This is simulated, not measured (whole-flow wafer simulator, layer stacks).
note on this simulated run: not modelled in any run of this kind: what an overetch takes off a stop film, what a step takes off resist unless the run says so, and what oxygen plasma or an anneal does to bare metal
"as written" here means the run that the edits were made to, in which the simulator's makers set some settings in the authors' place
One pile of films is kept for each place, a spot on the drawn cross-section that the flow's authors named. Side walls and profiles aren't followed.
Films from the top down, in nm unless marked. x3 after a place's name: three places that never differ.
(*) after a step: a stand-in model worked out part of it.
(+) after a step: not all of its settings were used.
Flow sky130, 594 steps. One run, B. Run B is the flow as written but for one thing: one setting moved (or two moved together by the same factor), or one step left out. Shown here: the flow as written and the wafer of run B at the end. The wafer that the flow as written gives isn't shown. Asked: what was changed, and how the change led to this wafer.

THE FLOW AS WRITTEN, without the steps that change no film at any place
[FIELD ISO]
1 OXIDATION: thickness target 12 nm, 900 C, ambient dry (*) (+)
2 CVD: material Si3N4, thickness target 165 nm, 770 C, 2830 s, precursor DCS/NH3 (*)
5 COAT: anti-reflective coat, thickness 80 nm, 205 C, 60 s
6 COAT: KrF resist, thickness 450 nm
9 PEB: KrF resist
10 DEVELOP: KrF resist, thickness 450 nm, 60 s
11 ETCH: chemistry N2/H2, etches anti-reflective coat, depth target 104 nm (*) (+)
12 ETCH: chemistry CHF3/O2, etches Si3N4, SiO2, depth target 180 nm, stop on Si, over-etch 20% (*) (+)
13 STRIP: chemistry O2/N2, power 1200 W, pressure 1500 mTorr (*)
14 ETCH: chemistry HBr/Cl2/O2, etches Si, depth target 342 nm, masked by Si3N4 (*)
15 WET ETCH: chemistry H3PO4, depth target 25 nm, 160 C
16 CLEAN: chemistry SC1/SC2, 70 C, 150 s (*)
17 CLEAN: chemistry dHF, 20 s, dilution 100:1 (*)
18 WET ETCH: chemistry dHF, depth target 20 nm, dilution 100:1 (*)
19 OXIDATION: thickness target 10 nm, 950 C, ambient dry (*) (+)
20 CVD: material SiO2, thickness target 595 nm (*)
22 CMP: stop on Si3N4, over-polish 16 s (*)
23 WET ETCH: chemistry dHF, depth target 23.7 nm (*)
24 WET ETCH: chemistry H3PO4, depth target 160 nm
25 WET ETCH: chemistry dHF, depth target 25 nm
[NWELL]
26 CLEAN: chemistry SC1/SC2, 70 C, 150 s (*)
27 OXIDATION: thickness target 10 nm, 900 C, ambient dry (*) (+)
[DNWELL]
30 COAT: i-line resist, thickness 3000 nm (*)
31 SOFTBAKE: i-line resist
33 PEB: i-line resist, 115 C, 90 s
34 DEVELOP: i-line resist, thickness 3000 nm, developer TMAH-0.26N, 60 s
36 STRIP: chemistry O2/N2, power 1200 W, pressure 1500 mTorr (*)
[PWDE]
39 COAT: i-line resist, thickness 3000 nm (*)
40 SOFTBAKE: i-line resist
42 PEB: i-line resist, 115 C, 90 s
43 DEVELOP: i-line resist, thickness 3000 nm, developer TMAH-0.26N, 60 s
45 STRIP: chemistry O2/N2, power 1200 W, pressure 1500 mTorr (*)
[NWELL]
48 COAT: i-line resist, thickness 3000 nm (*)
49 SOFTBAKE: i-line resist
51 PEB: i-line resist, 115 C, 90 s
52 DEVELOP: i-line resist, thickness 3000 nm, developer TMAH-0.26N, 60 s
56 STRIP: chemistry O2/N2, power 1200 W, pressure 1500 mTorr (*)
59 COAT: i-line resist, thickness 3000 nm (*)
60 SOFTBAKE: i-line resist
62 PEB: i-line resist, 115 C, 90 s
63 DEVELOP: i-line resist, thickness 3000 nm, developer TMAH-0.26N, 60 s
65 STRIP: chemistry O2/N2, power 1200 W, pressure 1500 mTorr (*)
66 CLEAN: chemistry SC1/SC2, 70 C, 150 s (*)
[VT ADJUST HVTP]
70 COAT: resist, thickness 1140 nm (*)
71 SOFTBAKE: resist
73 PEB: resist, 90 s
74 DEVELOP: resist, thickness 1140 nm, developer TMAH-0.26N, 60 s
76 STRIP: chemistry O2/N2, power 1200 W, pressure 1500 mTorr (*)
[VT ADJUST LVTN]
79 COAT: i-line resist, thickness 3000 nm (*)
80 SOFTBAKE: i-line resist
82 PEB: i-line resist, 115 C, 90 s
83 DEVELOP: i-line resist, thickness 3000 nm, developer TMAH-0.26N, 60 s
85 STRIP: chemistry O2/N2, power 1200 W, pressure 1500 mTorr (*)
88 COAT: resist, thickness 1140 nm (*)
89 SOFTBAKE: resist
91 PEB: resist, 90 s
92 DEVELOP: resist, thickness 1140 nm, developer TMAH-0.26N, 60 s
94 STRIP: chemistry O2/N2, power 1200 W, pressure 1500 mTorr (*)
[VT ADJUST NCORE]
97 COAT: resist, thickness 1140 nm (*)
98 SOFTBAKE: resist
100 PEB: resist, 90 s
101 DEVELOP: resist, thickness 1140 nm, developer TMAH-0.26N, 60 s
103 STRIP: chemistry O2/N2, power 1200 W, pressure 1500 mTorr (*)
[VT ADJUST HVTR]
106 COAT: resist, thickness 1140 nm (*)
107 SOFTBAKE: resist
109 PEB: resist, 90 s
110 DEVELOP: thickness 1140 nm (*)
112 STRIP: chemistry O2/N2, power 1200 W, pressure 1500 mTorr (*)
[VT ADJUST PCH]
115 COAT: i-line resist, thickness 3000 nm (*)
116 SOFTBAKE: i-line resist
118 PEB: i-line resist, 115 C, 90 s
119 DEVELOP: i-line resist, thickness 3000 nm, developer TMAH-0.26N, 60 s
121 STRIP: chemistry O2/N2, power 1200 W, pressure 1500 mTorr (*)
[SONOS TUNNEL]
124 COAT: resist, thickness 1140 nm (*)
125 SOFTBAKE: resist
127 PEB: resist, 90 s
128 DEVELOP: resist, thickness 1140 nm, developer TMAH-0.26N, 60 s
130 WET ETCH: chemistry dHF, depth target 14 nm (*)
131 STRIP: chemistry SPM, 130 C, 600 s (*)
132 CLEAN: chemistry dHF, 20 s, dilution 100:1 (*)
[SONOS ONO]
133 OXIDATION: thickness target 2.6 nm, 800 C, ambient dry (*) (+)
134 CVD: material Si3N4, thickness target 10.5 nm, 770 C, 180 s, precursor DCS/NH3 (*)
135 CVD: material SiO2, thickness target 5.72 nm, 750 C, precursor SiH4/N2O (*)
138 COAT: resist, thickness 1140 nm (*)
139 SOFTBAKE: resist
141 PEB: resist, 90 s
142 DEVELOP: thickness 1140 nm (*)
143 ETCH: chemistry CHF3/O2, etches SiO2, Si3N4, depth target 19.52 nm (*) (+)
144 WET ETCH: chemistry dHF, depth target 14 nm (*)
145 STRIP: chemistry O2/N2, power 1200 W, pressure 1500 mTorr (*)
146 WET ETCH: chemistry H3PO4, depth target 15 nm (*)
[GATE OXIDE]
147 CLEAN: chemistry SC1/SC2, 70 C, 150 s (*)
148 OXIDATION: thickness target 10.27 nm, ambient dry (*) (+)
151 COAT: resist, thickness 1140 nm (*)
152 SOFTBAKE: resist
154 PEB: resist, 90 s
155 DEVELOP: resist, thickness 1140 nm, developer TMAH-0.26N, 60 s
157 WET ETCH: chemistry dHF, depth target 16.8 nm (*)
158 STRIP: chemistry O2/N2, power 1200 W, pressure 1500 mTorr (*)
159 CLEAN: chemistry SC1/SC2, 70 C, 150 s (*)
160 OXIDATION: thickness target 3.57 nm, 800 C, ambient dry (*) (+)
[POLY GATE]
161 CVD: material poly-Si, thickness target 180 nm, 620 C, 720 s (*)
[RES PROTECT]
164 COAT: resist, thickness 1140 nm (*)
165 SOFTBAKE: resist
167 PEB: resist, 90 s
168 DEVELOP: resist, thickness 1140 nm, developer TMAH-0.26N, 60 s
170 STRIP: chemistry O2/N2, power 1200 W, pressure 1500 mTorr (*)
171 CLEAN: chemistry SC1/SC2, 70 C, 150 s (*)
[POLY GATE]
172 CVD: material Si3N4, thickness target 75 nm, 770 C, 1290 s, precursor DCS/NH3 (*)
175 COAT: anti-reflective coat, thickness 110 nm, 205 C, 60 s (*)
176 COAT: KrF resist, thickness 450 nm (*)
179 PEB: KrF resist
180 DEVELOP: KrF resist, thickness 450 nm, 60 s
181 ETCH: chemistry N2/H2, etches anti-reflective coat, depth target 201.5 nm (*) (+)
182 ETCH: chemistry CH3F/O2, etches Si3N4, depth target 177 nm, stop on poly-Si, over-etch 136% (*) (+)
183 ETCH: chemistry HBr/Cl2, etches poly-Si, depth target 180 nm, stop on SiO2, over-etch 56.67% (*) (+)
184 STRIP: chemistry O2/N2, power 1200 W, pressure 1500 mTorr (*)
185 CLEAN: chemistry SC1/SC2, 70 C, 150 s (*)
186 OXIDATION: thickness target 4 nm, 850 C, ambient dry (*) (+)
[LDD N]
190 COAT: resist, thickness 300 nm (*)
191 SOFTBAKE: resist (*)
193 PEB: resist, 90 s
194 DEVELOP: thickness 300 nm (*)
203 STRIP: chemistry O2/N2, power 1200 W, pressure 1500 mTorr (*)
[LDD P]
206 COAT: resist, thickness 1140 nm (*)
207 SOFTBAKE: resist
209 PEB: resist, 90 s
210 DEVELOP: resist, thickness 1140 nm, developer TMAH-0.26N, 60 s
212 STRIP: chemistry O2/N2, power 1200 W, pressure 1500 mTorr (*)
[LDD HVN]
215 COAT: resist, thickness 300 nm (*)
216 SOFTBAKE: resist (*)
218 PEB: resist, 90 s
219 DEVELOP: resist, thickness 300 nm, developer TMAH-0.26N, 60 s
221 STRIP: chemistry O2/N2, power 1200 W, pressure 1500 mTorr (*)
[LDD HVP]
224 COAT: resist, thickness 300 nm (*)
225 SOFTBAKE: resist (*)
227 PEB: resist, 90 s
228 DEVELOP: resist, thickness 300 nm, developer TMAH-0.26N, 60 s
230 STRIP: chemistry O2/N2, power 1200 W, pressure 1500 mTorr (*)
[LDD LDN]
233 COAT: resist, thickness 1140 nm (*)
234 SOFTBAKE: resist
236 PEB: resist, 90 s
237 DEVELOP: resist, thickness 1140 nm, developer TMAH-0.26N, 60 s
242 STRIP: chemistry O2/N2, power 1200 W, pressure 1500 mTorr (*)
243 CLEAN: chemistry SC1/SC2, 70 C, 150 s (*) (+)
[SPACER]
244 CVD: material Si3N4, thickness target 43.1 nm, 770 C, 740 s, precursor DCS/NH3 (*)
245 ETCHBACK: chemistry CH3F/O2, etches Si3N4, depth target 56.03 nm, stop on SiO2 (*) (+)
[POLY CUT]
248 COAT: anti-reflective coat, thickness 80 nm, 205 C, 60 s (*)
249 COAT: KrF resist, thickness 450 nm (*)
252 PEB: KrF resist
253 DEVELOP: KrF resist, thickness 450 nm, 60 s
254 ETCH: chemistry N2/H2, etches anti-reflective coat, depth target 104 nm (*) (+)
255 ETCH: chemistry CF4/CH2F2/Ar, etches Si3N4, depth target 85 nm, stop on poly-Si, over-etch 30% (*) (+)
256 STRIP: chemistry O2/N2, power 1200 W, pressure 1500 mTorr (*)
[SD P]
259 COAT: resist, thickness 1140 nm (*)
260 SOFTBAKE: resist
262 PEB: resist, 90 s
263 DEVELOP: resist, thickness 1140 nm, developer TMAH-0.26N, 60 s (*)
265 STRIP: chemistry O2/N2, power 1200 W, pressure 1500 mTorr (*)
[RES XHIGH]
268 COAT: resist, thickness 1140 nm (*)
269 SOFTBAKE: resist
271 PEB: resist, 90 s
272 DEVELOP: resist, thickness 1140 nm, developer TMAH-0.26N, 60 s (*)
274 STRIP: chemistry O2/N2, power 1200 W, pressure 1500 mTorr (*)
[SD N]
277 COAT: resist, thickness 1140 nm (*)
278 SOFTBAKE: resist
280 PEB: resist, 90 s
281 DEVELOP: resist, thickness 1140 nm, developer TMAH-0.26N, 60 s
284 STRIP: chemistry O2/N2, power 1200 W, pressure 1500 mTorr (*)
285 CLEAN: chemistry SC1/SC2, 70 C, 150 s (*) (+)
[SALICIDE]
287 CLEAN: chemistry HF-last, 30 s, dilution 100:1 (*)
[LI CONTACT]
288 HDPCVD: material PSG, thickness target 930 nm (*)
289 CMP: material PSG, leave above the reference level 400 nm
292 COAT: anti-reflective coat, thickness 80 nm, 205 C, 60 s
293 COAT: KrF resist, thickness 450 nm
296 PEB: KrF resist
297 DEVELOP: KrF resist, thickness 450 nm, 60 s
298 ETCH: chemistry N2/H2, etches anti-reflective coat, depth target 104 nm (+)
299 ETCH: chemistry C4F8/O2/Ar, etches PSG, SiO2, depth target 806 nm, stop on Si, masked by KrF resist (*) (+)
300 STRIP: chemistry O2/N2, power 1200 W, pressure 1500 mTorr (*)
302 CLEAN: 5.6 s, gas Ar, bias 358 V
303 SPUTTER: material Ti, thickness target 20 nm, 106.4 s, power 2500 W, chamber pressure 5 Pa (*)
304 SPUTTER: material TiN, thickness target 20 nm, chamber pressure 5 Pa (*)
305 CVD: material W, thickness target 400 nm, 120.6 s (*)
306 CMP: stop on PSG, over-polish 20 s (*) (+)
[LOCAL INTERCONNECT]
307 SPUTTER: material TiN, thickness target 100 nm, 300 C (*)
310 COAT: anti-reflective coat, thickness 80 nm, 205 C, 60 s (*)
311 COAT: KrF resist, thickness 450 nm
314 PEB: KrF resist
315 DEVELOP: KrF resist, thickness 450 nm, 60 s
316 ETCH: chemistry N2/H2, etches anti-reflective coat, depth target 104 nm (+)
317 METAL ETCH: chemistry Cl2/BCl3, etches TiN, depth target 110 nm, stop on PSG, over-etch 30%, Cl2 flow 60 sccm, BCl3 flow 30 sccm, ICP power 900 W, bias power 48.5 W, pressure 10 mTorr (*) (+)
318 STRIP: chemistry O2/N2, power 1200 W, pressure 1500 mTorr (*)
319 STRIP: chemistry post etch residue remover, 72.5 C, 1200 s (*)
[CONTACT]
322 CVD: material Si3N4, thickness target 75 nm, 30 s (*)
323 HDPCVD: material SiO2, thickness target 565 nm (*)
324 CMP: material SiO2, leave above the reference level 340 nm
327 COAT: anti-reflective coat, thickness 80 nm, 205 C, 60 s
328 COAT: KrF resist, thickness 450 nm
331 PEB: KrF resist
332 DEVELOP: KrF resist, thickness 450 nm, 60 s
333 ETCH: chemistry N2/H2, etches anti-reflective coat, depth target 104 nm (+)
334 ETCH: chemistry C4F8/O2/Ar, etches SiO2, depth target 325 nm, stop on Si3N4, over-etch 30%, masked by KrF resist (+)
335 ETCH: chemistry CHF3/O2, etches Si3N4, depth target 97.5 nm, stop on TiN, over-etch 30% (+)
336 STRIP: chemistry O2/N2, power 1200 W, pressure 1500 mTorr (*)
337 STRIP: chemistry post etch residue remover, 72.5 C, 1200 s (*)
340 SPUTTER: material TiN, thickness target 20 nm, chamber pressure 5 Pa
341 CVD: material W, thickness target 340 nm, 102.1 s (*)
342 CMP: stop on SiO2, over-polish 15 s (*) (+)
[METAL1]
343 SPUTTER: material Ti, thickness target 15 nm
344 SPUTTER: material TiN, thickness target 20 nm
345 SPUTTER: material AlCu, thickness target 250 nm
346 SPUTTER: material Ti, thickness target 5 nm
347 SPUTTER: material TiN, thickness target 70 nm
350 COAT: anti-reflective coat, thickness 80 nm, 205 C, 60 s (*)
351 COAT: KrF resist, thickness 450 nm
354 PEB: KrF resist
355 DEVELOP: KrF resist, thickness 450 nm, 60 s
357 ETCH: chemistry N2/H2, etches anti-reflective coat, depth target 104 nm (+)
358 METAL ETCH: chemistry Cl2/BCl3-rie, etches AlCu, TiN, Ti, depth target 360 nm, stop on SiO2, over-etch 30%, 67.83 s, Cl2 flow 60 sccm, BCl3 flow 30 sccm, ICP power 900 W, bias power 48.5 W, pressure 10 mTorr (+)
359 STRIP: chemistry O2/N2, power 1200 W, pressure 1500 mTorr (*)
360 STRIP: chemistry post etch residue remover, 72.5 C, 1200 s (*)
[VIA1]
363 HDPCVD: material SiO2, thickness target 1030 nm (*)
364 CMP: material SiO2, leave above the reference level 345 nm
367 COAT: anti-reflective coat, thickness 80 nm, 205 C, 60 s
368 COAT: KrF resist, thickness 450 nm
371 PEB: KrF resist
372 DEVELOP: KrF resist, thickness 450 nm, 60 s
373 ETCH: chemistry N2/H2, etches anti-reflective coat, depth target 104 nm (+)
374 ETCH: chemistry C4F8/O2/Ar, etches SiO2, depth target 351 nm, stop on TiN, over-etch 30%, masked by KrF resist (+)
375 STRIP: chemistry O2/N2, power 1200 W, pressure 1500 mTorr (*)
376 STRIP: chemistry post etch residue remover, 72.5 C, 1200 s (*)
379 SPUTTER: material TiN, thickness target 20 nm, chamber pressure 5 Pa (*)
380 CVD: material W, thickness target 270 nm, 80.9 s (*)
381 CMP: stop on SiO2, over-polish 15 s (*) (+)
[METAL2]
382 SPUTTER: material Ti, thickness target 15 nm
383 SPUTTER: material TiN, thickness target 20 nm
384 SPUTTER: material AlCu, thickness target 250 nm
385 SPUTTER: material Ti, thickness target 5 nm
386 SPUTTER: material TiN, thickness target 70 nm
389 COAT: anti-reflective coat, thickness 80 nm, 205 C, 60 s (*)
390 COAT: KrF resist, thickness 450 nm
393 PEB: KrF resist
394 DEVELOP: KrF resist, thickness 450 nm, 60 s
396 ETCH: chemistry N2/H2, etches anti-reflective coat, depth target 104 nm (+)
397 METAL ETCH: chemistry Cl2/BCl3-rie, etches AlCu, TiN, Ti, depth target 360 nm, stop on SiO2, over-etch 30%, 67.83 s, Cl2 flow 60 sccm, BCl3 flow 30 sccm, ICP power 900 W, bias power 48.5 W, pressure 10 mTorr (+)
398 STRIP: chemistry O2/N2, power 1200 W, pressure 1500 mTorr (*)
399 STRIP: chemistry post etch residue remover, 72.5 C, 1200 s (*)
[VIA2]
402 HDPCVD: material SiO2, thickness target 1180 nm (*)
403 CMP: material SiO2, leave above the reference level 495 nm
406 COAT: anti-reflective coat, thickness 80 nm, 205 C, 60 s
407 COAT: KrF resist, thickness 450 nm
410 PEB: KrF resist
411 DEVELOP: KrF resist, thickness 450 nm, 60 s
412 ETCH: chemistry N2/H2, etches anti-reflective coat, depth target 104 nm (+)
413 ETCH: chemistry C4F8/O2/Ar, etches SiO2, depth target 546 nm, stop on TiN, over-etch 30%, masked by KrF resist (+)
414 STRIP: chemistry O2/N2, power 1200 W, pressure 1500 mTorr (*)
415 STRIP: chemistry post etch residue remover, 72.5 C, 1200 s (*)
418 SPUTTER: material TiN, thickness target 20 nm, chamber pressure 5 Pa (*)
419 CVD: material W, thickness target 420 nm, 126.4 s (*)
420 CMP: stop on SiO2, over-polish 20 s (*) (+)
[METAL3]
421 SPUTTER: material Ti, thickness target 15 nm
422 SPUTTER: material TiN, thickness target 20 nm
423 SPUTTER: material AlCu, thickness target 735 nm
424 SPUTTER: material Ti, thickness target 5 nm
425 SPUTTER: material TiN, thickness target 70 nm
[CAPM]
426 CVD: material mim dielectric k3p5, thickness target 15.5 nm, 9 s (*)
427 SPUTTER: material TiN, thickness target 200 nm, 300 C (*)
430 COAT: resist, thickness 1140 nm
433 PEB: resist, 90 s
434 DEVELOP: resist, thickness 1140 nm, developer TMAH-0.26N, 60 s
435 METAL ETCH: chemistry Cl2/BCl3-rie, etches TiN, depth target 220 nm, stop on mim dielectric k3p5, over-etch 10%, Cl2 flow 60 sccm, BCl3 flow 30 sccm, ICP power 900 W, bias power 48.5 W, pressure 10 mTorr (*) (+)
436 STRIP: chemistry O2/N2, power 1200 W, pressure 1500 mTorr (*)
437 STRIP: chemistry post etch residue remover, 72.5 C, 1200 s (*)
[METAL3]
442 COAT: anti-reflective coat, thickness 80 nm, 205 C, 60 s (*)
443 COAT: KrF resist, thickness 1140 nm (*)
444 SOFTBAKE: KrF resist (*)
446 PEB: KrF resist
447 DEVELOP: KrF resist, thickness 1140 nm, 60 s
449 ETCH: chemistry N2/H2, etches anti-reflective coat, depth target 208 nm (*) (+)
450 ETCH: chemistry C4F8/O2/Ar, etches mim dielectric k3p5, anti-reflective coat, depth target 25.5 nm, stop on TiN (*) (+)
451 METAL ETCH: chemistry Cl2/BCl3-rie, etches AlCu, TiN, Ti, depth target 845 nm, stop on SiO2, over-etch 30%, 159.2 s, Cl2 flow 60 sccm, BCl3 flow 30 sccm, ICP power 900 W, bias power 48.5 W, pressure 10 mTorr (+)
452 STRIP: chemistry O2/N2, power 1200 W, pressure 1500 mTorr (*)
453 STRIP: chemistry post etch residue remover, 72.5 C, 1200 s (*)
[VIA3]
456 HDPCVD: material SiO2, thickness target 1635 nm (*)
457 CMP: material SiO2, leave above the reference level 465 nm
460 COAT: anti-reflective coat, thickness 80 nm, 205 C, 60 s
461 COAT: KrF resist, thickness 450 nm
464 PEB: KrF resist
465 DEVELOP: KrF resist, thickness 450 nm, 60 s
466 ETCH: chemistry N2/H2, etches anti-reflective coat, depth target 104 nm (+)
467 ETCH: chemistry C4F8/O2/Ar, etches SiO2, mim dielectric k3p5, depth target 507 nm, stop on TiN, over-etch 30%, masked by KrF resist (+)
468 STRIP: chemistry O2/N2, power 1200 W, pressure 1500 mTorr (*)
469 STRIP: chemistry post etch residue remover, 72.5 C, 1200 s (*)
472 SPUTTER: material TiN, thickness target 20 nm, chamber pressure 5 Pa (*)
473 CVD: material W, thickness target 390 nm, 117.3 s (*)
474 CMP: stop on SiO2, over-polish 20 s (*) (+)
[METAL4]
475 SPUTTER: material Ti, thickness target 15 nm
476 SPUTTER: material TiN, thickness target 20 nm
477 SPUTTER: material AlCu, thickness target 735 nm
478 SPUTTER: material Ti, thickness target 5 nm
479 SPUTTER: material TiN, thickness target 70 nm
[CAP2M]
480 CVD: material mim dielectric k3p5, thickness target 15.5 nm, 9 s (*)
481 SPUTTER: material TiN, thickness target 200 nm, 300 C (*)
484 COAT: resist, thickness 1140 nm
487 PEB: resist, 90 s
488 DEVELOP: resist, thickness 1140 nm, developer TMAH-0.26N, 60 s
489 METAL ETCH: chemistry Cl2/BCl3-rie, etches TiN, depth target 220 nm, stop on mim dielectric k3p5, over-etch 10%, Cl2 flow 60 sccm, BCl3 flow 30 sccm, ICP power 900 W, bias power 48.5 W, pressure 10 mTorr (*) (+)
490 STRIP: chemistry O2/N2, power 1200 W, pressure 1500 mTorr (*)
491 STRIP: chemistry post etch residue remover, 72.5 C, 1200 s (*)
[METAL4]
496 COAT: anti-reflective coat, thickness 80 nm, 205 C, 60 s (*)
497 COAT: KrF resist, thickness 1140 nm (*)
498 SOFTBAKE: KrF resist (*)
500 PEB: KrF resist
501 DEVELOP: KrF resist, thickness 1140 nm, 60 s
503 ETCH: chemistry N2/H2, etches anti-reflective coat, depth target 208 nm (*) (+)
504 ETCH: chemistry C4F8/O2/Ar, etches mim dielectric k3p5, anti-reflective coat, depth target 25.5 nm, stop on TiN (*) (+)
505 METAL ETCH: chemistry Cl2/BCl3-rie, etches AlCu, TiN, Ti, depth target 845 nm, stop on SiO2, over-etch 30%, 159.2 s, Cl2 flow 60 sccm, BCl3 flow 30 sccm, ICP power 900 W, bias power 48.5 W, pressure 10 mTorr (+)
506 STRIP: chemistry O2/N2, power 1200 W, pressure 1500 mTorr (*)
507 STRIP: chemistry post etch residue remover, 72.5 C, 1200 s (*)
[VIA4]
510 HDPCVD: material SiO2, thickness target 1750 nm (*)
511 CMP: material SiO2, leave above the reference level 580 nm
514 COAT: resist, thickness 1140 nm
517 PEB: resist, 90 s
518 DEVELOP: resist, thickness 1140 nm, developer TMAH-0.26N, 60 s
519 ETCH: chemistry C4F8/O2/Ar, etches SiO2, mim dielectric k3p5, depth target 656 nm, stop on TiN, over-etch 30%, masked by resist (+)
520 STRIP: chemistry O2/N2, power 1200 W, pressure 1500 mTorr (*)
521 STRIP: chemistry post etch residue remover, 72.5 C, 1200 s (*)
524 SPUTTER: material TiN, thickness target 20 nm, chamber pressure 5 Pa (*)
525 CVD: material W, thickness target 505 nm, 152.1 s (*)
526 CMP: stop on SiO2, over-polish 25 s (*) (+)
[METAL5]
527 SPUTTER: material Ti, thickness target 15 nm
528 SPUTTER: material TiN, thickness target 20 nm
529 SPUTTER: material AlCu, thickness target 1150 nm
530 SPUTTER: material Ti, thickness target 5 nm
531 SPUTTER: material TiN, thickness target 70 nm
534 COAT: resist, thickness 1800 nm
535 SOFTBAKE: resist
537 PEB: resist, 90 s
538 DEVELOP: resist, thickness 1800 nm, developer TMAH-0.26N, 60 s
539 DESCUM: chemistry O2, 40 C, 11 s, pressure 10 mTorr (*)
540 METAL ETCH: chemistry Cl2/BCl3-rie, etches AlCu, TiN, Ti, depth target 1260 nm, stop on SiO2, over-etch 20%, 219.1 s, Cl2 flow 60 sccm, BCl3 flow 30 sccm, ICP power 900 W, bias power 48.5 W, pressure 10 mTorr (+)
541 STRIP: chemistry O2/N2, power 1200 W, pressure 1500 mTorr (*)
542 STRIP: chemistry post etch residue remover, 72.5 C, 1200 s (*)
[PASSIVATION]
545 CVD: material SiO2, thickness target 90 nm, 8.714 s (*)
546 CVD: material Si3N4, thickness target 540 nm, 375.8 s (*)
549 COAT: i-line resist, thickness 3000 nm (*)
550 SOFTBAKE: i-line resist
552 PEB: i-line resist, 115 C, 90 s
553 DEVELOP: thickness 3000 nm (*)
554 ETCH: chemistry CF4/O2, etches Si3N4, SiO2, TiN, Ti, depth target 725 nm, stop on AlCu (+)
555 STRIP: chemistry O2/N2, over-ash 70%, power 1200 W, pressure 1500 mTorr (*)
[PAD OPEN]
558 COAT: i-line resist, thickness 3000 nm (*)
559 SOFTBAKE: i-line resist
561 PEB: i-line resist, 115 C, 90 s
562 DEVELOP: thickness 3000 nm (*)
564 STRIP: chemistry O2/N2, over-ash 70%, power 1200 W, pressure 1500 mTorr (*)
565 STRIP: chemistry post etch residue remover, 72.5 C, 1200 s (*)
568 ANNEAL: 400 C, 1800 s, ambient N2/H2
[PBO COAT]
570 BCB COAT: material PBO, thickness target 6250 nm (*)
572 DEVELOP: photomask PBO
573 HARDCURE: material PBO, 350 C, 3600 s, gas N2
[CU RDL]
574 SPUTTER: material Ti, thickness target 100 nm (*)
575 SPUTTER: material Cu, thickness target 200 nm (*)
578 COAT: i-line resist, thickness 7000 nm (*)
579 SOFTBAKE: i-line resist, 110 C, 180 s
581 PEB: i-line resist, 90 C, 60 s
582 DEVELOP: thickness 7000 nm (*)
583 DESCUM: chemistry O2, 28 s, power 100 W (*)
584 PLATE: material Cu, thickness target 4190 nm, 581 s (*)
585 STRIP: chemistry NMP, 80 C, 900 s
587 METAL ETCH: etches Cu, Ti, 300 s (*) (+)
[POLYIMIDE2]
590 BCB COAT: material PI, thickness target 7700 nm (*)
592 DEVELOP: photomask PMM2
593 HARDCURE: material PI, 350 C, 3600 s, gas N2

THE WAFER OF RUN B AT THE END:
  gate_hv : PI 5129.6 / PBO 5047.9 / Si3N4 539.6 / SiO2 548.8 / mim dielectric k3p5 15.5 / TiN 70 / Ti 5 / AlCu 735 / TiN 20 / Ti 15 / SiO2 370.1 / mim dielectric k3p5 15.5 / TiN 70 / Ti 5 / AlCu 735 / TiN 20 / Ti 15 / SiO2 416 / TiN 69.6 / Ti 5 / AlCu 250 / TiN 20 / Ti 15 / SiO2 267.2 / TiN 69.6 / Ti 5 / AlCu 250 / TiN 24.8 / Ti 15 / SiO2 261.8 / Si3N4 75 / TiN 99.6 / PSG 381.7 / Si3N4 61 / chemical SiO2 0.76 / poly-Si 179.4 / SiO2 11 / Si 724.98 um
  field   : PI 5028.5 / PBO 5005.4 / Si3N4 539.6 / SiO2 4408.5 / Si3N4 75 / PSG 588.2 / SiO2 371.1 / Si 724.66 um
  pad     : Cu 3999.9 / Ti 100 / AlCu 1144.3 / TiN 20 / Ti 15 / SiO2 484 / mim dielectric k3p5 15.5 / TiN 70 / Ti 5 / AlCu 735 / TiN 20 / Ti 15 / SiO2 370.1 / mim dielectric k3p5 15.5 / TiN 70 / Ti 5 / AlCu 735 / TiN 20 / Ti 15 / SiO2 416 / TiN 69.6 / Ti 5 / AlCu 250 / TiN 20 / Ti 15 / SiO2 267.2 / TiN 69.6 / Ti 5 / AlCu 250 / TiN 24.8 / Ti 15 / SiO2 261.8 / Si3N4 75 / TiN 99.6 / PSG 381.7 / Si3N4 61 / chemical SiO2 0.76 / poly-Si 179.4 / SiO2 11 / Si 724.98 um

The cause: step 344, SPUTTER: thickness target 24.8 nm was run, where the flow has thickness target 20 nm.
It can be read off the wafer: gate_hv has TiN 24.8, and step 344 as written asks for 20 nm.

How the change led to this, step by step:
  344 SPUTTER: material TiN, thickness target 20 nm
      field, active, n_well and 188 more: TiN +24.8 (new film) (as written it would be: TiN +20 (new film))
  358 METAL ETCH: chemistry Cl2/BCl3-rie, etches AlCu, TiN, Ti, depth target 360 nm, stop on SiO2, over-etch 30%, 67.83 s, Cl2 flow 60 sccm, BCl3 flow 30 sccm, ICP power 900 W, bias power 48.5 W, pressure 10 mTorr (+)
      field, active, gate and 81 more: TiN -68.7 (all of it), Ti -5 (all of it), AlCu -250 (all of it), TiN -24.8 (all of it), Ti -15 (all of it), SiO2 -10.5 (as written it would be: TiN -68.7 (all of it), Ti -5 (all of it), AlCu -250 (all of it), TiN -20 (all of it), Ti -15 (all of it), SiO2 -10.9)
